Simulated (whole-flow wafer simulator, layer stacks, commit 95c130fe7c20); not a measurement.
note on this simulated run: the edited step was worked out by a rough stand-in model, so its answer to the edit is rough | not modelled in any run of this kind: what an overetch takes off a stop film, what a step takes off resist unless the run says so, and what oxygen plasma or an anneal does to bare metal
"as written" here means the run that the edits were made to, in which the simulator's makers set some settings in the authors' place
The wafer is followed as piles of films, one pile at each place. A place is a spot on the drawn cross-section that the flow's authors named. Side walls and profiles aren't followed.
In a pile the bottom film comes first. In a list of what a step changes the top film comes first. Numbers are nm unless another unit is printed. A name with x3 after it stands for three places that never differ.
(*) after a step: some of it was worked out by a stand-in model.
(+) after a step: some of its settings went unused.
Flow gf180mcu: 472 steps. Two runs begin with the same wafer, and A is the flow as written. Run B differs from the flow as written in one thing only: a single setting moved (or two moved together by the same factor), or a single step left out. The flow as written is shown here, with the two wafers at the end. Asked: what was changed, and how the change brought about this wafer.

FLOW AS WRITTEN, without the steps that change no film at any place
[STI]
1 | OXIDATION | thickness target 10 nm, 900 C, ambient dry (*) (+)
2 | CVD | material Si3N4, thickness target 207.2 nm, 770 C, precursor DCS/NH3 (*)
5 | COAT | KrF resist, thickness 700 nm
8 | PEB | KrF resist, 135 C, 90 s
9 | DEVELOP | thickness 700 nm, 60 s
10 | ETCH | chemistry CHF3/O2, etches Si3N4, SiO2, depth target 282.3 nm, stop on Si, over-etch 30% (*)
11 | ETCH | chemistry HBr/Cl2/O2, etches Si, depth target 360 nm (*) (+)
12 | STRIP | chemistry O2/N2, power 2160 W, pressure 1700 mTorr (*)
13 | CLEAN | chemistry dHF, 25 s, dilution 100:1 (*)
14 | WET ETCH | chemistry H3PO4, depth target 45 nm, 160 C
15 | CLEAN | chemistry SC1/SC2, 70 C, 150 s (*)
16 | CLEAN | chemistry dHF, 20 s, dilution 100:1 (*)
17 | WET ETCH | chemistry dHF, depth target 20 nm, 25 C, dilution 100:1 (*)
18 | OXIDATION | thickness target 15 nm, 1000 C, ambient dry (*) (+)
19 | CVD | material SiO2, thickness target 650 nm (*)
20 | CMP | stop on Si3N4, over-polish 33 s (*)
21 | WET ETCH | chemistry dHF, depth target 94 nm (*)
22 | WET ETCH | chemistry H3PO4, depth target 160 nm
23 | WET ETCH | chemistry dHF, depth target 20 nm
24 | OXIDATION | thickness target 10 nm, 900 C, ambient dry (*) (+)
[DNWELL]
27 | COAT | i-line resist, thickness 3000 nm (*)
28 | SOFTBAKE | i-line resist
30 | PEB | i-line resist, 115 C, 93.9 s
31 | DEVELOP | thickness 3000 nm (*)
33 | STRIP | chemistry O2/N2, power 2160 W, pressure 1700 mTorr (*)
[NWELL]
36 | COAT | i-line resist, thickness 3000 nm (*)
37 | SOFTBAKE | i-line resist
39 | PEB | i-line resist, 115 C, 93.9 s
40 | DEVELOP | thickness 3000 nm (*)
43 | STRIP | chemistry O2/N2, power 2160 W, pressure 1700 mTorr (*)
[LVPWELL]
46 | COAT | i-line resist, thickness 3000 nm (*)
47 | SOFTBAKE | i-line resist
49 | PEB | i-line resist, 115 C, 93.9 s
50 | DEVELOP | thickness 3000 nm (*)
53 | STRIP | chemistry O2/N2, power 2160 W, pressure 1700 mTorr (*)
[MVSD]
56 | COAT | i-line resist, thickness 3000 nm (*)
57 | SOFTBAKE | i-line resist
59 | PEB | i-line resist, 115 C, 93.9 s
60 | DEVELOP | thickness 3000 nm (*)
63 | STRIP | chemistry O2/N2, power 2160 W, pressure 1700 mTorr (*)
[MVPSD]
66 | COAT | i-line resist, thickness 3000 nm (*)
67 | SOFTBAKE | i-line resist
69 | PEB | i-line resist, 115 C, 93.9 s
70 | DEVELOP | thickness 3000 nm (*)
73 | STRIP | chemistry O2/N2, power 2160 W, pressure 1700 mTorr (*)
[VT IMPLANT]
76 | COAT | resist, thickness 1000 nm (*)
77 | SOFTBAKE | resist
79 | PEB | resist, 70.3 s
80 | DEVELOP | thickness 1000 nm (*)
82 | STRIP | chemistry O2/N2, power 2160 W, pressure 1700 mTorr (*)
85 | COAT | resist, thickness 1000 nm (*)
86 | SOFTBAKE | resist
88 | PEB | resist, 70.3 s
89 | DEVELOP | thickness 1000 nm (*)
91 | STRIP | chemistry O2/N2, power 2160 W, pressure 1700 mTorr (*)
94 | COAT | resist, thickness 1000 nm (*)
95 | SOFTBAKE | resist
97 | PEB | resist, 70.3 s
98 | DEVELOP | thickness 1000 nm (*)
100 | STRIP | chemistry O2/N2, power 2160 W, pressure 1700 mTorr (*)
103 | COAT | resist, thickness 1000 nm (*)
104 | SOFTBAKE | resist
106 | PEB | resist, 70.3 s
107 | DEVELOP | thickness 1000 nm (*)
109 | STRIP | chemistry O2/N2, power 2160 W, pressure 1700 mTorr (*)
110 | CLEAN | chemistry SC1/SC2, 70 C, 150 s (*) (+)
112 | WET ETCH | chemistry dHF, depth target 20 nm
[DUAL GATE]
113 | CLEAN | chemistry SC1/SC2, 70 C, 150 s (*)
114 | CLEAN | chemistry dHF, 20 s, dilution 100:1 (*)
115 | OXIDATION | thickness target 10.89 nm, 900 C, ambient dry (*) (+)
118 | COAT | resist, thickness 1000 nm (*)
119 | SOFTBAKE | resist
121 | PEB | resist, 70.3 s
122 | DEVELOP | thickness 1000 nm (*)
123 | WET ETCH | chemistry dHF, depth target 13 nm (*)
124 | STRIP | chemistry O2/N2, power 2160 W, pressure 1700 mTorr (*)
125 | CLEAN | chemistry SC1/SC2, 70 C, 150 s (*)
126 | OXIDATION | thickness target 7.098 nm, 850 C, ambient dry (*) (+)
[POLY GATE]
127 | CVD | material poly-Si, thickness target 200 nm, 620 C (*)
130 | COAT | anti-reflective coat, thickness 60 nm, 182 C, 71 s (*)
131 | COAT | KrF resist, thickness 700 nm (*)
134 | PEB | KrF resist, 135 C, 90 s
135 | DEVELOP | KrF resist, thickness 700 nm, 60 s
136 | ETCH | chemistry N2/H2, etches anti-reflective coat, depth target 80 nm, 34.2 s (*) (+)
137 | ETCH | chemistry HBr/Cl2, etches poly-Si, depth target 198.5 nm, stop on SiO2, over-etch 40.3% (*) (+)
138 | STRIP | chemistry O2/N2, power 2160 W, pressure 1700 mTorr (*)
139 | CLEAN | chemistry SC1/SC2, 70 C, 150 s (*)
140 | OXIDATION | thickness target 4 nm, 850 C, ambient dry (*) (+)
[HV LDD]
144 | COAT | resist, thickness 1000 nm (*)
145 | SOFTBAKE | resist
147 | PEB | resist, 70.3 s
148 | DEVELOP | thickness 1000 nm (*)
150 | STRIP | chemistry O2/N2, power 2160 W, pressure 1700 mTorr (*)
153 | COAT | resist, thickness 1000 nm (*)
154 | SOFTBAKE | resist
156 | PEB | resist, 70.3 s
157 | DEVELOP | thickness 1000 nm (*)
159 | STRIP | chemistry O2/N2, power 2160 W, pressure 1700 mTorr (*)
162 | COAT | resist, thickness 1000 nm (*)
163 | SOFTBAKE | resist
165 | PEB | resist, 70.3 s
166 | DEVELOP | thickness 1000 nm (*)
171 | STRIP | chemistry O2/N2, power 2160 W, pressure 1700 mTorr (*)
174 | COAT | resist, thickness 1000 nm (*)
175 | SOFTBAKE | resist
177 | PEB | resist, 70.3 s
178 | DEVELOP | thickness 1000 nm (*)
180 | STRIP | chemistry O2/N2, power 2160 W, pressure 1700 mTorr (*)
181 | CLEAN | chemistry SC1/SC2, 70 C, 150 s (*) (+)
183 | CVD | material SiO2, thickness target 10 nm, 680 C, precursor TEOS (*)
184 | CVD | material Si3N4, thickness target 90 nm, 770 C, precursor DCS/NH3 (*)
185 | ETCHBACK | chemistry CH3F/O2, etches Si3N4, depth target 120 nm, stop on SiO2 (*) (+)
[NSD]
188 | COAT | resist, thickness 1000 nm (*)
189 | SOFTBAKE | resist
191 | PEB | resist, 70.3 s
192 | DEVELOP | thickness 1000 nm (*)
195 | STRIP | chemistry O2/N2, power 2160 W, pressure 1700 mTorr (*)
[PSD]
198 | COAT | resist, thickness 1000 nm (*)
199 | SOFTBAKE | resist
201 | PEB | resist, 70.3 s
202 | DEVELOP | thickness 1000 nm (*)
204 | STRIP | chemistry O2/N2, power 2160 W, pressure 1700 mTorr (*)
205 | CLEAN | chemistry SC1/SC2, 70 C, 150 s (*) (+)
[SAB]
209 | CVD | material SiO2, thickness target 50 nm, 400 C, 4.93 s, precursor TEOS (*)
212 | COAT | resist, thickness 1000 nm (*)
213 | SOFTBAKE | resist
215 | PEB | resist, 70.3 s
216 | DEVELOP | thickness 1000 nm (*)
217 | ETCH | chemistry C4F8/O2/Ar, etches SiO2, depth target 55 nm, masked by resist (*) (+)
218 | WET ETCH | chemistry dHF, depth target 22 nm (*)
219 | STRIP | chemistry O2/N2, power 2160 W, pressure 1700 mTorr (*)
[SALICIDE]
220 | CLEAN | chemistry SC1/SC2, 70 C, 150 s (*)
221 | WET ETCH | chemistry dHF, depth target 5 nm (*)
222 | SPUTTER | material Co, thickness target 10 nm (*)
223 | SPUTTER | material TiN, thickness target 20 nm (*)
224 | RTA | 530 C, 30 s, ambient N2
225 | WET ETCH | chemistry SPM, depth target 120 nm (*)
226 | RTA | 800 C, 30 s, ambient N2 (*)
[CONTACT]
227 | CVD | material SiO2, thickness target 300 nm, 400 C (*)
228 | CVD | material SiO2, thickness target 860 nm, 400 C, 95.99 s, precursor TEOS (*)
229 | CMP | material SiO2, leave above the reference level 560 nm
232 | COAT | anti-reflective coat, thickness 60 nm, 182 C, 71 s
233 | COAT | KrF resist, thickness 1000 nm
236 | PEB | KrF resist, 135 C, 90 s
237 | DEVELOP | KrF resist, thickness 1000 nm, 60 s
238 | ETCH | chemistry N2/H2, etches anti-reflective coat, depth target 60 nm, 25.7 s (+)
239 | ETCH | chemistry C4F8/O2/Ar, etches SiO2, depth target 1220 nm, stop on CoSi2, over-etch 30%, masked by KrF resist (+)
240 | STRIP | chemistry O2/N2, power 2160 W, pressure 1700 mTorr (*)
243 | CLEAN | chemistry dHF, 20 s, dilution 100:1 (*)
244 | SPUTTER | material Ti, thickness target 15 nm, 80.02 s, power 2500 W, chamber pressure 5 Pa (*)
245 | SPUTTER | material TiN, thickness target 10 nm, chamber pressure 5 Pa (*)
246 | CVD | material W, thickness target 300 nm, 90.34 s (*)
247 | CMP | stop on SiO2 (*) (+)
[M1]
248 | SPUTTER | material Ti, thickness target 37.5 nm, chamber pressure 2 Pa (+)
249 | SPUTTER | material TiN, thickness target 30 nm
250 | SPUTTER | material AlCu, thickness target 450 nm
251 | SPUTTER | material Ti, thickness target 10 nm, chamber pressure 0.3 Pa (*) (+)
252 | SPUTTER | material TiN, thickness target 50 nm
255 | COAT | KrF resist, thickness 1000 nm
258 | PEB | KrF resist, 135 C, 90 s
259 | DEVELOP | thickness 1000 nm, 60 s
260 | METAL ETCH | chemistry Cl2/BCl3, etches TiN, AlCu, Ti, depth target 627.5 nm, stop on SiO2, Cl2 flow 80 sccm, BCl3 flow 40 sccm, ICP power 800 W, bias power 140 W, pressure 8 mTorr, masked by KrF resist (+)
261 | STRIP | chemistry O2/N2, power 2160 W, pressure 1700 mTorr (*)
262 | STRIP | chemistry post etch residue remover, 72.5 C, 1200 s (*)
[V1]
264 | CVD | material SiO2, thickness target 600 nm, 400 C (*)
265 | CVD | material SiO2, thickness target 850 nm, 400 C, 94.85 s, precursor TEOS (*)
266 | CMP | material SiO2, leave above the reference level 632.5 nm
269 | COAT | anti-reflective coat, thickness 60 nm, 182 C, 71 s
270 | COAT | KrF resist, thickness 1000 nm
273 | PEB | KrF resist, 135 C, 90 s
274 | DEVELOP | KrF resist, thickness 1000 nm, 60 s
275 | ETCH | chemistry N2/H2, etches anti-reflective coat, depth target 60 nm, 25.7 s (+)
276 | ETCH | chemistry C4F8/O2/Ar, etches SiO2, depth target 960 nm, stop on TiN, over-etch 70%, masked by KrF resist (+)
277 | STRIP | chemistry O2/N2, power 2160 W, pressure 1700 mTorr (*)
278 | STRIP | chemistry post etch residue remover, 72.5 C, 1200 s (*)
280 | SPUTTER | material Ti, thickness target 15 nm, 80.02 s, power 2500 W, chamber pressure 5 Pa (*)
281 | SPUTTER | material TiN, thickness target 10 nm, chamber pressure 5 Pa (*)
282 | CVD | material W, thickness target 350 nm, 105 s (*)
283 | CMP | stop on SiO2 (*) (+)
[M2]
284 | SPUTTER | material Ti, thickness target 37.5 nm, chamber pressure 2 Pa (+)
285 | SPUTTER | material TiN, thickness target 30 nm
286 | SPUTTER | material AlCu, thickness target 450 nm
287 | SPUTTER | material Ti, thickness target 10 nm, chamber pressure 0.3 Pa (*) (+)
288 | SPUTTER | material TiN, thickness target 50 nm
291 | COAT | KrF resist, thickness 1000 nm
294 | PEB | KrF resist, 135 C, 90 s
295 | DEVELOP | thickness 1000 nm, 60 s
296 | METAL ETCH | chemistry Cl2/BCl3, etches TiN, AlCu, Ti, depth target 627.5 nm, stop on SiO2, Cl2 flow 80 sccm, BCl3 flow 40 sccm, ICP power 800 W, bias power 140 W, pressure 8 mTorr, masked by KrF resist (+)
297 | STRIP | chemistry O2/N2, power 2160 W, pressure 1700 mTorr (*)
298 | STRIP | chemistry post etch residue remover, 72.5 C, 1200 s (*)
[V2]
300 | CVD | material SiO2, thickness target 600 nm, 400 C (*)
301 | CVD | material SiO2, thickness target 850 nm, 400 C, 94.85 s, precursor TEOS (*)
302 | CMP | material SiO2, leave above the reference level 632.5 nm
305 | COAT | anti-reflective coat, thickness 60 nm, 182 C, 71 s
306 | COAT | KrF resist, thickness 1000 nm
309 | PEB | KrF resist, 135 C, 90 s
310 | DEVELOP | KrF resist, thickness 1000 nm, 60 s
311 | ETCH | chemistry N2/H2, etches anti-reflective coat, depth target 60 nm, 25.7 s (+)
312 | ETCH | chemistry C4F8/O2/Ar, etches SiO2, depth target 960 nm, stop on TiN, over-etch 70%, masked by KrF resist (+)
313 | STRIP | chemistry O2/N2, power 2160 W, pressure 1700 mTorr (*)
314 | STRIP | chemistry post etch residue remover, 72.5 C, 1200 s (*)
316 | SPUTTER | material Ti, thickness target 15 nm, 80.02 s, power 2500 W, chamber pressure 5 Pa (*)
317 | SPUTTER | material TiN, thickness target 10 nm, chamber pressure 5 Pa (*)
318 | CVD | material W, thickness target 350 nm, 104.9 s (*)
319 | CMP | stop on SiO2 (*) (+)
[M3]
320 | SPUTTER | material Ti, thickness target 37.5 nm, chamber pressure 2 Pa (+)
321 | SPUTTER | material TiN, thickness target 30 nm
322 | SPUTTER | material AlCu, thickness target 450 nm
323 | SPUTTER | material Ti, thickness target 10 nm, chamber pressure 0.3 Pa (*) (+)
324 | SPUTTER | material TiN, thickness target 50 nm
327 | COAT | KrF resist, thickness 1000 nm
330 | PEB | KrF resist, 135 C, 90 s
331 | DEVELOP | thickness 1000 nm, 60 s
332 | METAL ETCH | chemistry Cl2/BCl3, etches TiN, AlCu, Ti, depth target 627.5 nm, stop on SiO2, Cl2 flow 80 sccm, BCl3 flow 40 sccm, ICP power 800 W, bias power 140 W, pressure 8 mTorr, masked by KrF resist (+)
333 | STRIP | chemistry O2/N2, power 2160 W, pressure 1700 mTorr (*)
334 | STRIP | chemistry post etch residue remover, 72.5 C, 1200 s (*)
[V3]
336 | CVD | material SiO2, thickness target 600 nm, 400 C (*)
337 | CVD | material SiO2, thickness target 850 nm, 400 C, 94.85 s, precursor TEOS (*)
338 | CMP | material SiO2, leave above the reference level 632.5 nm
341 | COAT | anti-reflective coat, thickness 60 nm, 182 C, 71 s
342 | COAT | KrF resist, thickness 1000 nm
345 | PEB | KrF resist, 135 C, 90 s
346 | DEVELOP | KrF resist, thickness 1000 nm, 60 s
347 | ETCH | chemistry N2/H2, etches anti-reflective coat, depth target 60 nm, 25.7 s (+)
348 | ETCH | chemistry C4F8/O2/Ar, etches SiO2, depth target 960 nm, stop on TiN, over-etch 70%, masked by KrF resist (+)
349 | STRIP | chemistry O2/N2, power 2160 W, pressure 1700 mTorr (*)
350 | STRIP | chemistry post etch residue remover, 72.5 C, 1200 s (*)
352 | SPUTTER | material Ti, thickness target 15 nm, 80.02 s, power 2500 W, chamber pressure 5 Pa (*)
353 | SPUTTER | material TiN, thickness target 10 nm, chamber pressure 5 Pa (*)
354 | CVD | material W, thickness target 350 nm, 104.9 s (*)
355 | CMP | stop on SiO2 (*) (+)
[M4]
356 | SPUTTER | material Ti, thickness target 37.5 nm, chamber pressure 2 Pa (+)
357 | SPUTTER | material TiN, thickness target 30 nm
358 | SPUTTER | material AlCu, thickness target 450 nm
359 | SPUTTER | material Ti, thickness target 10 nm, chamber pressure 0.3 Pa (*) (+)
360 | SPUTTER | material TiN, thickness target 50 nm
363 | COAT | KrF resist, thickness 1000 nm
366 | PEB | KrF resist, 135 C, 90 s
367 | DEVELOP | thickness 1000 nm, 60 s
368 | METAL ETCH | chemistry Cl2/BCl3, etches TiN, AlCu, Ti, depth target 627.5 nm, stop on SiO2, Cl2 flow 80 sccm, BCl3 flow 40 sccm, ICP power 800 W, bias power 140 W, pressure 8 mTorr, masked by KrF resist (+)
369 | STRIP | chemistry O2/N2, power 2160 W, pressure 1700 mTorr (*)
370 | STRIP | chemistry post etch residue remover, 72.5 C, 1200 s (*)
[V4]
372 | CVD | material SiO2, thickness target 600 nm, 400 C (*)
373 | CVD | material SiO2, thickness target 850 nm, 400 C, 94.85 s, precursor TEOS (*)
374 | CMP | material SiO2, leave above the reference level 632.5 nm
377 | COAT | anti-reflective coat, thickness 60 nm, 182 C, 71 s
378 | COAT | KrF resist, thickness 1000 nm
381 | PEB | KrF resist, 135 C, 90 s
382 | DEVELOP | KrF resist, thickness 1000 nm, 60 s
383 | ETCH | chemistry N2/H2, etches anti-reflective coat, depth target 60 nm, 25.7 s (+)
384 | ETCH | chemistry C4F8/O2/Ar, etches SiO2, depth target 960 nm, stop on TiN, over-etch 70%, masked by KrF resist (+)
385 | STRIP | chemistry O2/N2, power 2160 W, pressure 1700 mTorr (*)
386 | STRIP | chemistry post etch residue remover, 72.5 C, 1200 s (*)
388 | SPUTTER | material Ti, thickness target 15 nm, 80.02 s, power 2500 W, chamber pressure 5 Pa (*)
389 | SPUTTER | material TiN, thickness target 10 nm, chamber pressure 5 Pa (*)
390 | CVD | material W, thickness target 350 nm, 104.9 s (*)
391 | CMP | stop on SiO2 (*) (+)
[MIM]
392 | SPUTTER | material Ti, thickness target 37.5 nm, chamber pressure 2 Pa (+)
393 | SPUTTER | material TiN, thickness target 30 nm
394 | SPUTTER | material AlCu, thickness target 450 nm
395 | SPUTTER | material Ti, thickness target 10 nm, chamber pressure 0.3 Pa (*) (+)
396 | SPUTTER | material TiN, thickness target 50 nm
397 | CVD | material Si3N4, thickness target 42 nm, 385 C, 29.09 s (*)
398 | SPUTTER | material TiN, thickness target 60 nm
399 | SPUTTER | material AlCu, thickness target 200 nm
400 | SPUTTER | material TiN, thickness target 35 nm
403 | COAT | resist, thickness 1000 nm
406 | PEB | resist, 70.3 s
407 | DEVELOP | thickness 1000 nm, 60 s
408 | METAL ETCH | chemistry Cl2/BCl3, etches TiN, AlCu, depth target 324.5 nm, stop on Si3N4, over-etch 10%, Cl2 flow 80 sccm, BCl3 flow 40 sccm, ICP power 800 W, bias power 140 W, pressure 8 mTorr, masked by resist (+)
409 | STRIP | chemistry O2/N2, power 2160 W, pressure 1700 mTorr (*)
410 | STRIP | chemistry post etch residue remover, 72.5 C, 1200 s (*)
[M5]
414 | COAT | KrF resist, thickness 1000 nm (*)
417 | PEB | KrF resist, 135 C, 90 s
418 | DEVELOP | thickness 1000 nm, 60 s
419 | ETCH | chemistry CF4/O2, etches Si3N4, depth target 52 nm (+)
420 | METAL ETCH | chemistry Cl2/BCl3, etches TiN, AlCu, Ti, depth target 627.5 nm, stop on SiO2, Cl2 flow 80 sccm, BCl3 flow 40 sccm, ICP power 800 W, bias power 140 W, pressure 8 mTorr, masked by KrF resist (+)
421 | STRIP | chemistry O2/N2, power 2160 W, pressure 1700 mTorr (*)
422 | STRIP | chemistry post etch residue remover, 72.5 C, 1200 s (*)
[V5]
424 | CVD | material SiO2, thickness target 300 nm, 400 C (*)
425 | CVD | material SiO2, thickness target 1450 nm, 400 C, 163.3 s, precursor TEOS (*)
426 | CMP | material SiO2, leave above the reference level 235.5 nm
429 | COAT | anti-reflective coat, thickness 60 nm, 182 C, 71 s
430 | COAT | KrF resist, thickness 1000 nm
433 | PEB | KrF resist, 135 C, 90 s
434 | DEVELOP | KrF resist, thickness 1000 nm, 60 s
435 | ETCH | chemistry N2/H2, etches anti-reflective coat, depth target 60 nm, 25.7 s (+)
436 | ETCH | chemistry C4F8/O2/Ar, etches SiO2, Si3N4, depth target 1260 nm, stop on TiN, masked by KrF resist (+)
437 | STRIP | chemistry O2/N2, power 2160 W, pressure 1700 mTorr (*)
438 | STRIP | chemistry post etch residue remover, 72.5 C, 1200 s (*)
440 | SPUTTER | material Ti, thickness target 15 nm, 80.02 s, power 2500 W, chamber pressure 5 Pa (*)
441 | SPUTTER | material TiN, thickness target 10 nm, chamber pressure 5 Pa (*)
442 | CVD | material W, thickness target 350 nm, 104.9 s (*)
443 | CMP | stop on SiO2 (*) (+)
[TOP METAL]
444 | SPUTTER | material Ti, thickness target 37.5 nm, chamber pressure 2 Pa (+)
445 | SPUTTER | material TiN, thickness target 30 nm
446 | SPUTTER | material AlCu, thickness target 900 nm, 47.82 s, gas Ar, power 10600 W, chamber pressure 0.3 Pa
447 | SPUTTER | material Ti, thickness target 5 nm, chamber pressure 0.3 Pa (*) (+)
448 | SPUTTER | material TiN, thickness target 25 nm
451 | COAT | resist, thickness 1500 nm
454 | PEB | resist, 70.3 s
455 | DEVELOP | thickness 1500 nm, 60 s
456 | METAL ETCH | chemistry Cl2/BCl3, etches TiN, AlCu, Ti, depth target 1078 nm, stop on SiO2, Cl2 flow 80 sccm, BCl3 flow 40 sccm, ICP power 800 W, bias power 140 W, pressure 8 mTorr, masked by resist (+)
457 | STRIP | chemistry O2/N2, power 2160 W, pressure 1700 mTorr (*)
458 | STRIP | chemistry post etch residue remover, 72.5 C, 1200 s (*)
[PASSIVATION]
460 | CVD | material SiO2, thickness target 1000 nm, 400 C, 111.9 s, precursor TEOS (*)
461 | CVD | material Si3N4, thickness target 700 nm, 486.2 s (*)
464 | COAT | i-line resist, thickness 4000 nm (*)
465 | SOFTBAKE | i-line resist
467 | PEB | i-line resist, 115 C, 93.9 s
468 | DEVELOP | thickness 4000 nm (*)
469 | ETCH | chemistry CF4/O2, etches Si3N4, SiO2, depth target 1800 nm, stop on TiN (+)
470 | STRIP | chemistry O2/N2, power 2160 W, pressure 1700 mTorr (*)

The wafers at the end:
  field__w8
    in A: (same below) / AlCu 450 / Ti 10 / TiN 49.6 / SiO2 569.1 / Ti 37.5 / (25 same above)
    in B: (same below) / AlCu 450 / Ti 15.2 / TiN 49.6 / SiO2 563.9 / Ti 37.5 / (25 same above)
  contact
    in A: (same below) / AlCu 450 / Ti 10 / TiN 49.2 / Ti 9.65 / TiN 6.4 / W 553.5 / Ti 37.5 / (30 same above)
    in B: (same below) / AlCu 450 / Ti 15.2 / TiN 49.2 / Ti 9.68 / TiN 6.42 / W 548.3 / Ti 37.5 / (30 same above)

What caused this: step 287, SPUTTER: thickness target 15.2 nm was run, whereas the flow has thickness target 10 nm.
One can read it off the wafer: field__w8 has Ti 15.2, and step 287 as written asks for 10 nm.

How this came from the change, step by step:
  287 | SPUTTER | material Ti, thickness target 10 nm, chamber pressure 0.3 Pa (*) (+)
      field, field__w1, field__w2 and 108 more: A Ti gains 10 (new film) | B Ti gains 15.2 (new film)
  296 | METAL ETCH | chemistry Cl2/BCl3, etches TiN, AlCu, Ti, depth target 627.5 nm, stop on SiO2, Cl2 flow 80 sccm, BCl3 flow 40 sccm, ICP power 800 W, bias power 140 W, pressure 8 mTorr, masked by KrF resist (+)
      field, field__w1, field__w2 and 103 more: A TiN loses 50 (all of it), Ti loses 10 (all of it), AlCu loses 450 (all of it), TiN loses 30 (all of it), Ti loses 37.5 (all of it) | B TiN loses 50 (all of it), Ti loses 15.2 (all of it), AlCu loses 450 (all of it), TiN loses 30 (all of it), Ti loses 37.5 (all of it)
